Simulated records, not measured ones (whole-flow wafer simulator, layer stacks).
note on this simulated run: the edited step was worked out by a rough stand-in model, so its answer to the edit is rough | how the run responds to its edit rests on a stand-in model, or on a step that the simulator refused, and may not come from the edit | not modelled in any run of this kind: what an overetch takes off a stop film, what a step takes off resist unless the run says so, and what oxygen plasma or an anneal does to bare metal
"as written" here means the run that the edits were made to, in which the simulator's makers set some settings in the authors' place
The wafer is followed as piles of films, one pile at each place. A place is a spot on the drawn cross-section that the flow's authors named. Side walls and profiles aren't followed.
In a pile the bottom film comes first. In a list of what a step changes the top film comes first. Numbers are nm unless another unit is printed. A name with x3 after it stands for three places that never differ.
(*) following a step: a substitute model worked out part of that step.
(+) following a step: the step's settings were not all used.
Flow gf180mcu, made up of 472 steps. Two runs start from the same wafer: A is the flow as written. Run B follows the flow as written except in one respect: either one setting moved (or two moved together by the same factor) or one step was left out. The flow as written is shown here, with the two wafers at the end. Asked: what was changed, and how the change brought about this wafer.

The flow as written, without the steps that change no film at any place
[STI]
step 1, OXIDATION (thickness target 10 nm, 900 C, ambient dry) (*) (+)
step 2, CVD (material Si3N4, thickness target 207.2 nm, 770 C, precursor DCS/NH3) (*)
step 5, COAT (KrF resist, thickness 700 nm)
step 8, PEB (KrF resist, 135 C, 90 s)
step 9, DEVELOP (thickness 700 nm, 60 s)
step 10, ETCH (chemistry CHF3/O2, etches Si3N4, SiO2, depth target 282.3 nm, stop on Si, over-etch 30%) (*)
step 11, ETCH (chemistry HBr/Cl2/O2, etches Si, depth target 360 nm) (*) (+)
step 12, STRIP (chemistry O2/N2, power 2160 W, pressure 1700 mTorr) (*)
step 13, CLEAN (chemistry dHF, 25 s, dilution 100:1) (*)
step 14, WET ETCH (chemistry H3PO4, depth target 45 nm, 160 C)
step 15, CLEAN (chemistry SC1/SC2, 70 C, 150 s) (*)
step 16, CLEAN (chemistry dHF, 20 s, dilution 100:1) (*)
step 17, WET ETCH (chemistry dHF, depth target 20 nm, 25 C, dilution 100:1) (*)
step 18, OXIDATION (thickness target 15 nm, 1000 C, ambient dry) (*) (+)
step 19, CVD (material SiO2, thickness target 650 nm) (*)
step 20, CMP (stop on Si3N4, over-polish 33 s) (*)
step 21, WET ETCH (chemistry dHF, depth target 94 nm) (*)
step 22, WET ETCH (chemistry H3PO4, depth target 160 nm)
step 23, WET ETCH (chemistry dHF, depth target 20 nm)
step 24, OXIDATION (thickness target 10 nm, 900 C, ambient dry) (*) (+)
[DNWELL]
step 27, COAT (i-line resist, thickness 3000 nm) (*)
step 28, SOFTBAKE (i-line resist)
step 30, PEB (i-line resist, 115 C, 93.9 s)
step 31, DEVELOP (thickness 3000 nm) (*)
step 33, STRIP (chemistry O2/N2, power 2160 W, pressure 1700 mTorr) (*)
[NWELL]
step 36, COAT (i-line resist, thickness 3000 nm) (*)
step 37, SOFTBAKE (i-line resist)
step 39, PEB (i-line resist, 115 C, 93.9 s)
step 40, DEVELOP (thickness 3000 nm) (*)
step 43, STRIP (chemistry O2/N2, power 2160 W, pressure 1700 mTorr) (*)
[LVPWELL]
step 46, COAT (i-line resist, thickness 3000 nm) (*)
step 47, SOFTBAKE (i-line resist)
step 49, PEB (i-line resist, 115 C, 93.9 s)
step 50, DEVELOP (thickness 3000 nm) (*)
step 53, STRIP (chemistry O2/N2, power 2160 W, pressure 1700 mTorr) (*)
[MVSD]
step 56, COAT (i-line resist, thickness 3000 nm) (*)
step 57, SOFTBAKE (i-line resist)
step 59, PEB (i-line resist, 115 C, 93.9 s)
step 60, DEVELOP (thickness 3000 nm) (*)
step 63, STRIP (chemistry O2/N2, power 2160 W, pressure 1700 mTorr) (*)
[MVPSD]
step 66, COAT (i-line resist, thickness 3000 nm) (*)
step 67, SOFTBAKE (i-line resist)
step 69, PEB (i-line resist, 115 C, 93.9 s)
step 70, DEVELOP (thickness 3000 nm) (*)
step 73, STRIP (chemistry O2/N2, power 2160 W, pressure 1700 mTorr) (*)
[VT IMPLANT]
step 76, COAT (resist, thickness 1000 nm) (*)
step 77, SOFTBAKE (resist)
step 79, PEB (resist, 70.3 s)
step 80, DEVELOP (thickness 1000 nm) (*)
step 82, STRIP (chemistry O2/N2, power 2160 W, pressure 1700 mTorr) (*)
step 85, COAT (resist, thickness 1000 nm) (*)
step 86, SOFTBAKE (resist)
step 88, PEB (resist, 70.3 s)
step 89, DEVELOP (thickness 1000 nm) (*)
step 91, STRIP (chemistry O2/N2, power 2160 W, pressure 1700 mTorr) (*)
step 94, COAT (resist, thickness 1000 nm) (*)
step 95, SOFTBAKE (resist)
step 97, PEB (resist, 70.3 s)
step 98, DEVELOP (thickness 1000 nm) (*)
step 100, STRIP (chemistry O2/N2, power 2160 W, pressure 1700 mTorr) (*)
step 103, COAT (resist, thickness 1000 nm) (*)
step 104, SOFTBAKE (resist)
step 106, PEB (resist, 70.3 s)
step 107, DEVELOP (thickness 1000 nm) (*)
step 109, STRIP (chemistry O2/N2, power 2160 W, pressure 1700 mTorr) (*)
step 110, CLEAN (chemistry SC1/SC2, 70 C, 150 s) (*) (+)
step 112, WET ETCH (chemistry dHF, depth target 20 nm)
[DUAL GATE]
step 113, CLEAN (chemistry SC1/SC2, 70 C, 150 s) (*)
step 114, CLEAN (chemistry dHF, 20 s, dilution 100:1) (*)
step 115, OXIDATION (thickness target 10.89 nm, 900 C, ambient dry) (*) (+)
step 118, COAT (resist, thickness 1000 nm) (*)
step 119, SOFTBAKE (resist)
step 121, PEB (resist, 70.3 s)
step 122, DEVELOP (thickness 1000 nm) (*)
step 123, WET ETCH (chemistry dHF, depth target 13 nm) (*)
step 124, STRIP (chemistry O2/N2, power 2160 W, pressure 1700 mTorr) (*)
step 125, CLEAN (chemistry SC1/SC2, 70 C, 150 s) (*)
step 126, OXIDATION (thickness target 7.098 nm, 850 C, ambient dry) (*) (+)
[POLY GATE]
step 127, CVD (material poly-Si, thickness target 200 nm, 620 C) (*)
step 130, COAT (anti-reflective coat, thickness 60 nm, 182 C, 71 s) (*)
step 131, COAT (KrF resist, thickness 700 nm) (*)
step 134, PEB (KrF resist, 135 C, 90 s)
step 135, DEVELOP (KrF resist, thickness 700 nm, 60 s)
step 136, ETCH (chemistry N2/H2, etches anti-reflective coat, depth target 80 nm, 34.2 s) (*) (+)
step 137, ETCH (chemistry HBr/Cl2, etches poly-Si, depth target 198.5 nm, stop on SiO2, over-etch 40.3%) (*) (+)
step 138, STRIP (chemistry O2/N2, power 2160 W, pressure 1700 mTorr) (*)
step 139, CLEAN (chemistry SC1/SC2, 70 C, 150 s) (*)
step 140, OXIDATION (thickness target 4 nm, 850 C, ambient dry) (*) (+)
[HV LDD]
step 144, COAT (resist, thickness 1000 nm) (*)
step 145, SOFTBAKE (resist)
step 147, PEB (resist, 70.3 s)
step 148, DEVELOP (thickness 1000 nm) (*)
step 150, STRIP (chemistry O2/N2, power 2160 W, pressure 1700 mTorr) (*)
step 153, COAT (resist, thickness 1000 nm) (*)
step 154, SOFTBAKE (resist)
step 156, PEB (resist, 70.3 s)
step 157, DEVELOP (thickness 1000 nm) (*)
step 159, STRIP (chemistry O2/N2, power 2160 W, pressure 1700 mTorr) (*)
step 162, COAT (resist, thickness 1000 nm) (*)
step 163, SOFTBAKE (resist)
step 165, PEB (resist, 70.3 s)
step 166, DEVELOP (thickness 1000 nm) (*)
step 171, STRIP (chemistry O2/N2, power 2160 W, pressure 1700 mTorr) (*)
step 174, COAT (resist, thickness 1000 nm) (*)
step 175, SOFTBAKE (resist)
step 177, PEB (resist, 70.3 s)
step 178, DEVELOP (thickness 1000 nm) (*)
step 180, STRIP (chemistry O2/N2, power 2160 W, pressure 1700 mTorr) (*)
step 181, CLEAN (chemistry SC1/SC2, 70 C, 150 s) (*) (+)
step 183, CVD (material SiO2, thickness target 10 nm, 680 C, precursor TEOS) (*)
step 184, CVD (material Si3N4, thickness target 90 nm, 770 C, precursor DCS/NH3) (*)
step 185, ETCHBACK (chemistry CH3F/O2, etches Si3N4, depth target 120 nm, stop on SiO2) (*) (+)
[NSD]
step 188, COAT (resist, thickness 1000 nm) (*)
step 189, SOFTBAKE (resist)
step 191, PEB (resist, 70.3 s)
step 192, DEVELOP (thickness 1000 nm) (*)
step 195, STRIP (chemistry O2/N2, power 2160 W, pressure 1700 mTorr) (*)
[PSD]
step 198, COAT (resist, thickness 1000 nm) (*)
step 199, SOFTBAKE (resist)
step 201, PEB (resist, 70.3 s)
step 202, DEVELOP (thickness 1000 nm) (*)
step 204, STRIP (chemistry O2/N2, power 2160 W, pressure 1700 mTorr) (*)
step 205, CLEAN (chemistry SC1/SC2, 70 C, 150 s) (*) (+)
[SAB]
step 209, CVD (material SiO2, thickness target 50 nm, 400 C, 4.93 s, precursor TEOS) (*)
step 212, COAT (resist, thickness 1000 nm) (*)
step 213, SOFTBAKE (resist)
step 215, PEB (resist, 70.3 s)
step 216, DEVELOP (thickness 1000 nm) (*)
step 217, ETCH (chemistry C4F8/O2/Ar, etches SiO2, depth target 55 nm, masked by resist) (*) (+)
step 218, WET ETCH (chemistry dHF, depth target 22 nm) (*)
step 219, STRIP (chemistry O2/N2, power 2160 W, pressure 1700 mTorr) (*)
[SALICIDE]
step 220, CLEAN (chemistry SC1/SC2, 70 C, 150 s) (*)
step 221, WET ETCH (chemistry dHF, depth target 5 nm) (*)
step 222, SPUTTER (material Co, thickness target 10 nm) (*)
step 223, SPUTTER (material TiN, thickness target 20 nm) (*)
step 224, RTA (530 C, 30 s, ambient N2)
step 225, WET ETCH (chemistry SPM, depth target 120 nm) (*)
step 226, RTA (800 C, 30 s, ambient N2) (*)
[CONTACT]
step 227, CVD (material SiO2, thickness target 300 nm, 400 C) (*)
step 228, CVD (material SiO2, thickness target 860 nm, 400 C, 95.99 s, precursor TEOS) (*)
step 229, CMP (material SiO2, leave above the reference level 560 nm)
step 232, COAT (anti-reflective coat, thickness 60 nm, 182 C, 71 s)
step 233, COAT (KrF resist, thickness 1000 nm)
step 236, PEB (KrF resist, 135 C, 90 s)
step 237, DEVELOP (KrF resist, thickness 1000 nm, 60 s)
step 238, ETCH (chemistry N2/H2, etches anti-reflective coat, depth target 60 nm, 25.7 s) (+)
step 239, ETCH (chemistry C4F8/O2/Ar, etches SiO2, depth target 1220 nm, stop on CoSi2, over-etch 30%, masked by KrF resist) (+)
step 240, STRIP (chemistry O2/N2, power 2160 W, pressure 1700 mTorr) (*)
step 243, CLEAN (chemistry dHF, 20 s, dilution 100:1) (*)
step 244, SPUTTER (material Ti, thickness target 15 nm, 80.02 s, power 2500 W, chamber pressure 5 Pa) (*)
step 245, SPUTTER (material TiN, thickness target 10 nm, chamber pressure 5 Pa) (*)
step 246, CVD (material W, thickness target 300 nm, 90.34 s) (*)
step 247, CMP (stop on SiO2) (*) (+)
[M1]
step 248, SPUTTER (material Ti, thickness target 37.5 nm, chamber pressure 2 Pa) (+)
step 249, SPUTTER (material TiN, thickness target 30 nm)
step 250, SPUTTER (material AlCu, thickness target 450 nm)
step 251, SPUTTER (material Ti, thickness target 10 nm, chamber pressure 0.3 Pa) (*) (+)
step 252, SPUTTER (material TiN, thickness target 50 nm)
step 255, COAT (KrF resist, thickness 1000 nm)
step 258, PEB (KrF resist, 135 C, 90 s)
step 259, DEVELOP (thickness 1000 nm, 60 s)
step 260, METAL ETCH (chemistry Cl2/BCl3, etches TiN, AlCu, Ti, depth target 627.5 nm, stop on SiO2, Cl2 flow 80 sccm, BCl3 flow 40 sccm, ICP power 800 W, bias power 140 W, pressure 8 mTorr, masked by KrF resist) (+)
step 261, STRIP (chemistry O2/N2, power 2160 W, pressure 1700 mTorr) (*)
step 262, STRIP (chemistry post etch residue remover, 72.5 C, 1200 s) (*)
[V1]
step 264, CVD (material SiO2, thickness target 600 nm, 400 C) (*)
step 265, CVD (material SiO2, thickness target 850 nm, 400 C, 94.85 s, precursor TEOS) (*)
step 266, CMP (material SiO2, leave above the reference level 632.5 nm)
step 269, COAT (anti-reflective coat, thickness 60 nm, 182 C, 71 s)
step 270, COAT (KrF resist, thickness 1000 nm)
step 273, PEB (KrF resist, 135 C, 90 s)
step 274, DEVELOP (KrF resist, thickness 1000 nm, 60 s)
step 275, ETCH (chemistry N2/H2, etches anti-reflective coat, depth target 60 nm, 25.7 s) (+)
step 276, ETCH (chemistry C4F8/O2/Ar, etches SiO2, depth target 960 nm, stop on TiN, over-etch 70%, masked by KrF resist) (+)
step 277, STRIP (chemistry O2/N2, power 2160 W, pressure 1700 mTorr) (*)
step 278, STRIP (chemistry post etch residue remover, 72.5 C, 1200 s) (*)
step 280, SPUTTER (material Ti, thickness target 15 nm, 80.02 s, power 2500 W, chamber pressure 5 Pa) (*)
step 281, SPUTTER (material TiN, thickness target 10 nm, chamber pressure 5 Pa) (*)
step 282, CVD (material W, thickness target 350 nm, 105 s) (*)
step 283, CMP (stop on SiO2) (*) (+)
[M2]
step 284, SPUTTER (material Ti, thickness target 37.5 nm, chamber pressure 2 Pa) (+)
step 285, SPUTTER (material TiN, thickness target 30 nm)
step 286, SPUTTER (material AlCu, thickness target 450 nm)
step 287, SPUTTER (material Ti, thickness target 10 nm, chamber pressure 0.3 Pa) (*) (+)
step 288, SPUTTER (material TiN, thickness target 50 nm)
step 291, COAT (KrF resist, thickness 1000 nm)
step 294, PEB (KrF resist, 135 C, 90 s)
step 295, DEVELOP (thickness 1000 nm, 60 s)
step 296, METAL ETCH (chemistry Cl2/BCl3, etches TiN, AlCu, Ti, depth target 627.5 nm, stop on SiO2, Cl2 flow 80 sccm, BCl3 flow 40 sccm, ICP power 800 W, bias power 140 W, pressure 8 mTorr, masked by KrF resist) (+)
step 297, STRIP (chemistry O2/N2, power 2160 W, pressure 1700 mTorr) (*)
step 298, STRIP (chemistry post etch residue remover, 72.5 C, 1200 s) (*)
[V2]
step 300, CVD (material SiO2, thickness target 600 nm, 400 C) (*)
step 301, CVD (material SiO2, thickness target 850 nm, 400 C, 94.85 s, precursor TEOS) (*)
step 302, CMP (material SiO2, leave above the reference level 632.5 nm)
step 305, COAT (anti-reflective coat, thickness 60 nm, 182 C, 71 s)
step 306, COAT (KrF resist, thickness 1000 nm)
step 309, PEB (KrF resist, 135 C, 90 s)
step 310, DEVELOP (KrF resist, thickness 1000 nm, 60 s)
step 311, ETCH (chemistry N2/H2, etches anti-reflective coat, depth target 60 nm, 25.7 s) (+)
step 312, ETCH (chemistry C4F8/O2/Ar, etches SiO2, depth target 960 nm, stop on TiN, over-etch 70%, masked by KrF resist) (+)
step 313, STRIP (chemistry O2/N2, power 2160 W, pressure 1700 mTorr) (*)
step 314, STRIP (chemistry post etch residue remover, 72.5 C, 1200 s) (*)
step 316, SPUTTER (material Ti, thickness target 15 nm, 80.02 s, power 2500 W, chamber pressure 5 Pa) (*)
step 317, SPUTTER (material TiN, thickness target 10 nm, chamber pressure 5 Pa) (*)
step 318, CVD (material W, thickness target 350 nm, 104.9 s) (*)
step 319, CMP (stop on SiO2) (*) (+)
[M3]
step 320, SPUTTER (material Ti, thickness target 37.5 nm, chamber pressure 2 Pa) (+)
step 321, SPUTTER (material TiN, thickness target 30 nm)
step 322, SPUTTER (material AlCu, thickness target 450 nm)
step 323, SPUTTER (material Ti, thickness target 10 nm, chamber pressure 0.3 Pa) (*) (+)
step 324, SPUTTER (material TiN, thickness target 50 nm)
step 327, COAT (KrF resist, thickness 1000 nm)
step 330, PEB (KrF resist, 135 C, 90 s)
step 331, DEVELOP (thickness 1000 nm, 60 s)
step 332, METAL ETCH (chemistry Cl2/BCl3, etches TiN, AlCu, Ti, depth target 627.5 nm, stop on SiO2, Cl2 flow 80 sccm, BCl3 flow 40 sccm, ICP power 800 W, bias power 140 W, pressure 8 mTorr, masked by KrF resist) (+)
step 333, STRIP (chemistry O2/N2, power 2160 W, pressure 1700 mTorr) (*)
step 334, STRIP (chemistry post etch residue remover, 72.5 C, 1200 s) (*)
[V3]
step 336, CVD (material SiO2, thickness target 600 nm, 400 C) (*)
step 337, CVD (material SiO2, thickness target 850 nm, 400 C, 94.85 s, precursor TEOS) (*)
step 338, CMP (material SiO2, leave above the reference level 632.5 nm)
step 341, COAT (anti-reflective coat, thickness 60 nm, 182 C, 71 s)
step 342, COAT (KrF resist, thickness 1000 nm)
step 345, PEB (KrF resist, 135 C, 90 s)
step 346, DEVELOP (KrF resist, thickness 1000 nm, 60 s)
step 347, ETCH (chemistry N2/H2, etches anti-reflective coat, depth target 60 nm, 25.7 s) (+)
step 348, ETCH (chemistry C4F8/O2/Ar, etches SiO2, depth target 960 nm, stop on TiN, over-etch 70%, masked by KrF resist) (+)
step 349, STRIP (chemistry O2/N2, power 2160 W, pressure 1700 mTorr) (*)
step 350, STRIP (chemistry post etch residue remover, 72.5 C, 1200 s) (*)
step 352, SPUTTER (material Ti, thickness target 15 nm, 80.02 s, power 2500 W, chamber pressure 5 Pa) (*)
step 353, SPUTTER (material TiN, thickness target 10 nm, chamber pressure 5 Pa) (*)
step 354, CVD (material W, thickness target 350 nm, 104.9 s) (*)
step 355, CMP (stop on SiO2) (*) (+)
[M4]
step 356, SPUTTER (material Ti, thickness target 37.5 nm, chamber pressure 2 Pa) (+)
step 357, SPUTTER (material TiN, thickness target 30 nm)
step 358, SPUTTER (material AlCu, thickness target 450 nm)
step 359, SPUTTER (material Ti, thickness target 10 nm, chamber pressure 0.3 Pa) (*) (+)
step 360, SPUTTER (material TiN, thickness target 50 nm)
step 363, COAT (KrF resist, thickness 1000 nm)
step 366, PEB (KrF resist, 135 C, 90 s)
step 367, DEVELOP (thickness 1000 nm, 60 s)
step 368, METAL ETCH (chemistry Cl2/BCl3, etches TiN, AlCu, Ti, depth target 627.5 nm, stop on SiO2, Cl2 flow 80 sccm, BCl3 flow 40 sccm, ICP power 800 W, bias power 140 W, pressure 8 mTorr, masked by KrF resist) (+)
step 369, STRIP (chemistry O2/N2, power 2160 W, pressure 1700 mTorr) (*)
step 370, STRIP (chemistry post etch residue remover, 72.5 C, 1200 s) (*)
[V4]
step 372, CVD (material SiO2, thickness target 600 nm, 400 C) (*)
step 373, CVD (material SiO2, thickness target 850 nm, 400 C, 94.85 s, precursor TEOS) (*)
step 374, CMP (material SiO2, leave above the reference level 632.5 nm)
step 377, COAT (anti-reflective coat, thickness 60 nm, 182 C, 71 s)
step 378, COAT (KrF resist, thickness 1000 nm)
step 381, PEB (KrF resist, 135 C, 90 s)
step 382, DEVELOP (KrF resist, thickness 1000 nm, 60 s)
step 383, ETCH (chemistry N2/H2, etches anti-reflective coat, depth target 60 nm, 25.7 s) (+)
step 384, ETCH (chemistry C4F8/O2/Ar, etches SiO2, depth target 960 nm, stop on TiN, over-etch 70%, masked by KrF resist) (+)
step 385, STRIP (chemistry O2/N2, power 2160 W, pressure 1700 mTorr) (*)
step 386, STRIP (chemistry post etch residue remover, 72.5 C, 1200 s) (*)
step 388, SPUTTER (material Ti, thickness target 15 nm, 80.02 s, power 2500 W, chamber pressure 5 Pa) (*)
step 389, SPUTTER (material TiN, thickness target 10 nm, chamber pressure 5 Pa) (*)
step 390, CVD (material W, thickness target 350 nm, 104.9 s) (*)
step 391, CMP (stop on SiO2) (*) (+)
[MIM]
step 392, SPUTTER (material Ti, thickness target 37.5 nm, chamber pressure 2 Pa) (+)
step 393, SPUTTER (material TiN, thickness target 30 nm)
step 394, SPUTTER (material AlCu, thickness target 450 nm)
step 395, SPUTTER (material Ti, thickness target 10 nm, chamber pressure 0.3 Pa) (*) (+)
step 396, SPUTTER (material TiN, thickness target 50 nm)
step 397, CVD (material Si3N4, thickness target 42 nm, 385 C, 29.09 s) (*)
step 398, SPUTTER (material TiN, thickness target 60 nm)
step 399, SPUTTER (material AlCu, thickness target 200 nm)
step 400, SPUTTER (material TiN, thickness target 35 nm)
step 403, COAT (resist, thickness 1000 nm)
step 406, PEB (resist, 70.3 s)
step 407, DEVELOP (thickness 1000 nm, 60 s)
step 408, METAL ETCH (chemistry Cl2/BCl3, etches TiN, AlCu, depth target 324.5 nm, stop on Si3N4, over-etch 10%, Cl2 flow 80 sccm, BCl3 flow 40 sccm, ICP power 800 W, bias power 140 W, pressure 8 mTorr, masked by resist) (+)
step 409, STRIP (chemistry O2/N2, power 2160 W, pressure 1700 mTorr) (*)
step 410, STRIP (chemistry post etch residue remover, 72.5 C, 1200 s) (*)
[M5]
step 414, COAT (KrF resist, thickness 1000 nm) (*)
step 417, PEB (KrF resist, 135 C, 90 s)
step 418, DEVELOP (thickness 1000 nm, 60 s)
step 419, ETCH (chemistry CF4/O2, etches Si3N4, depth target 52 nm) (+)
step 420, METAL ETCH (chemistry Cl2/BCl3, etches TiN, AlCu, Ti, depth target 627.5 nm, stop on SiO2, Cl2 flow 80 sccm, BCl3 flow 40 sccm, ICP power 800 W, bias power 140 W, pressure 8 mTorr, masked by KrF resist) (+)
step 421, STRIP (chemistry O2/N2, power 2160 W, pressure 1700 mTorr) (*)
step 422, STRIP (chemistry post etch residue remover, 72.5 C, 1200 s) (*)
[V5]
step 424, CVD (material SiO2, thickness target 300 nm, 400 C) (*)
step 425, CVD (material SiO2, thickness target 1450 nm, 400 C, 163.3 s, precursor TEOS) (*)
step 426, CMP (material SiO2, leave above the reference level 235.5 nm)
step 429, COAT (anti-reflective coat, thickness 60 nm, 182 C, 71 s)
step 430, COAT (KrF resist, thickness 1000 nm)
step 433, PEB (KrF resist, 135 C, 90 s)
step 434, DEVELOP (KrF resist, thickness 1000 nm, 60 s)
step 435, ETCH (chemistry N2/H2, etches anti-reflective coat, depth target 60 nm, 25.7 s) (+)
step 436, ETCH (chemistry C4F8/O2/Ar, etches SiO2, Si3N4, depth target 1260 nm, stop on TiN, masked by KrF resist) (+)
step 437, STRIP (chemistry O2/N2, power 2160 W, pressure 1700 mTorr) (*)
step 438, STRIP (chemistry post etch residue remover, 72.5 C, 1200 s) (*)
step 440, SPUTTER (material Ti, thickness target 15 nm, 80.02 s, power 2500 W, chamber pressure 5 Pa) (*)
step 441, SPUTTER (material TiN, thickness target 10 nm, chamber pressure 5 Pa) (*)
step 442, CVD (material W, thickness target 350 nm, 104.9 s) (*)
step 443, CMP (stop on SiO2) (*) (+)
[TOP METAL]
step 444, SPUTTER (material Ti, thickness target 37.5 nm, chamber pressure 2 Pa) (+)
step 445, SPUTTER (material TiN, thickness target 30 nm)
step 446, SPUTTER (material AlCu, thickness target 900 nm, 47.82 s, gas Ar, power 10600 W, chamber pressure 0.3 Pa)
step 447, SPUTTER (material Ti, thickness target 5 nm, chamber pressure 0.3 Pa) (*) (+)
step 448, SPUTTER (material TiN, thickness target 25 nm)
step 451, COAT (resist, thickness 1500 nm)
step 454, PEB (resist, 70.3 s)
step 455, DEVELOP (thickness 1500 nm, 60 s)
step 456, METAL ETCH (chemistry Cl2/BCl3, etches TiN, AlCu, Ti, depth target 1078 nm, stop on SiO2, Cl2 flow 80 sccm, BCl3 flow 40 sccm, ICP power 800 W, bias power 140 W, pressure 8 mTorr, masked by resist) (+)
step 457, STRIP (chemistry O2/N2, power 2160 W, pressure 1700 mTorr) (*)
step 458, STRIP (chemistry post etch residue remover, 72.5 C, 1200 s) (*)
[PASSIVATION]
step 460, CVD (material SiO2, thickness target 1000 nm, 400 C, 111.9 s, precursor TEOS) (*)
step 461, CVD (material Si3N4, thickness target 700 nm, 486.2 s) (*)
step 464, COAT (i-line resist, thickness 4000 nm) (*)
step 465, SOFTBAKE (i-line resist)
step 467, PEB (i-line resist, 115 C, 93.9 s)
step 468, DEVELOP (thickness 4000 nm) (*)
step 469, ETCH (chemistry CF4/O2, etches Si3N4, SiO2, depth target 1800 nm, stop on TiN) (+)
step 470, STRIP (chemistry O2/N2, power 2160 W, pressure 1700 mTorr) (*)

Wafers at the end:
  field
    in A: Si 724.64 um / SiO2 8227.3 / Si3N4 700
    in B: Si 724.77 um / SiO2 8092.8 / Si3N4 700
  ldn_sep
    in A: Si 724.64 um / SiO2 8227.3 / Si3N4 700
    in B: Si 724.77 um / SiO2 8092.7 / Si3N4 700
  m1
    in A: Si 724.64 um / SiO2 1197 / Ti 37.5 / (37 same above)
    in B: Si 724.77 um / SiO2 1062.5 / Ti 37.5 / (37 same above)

What caused this: step 11, ETCH: depth target 225 nm was run, whereas the flow has depth target 360 nm.

Step by step, how the change led to this:
  step 11, ETCH (chemistry HBr/Cl2/O2, etches Si, depth target 360 nm) (*) (+)
      active, n_well, p_well and 40 more: A -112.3 KrF resist | B -67.3 KrF resist
      field, field_sub, sti and 34 more: A -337 Si | B -202 Si
  step 12, STRIP (chemistry O2/N2, power 2160 W, pressure 1700 mTorr) (*)
      active, n_well, p_well and 40 more: A -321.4 KrF resist (all of it) | B -366.4 KrF resist (all of it)
  step 19, CVD (material SiO2, thickness target 650 nm) (*)
      m1, ld_fp_n, ld_drift_n and 8 more: A +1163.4 SiO2 | B +1028.4 SiO2
  step 20, CMP (stop on Si3N4, over-polish 33 s) (*)
      sti, mim_1p0, pad and 11 more: A -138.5 SiO2 | B -273.5 SiO2
      nw_enc_fld, nw_enc_fld_lv: A -142.5 SiO2 | B -277.5 SiO2
      (also at 10 further places)
  step 189, SOFTBAKE (resist)
      field__w9: A +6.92 resist | B -3.07 resist
  step 199, SOFTBAKE (resist)
      field__w9: A +6.92 resist | B -3.07 resist
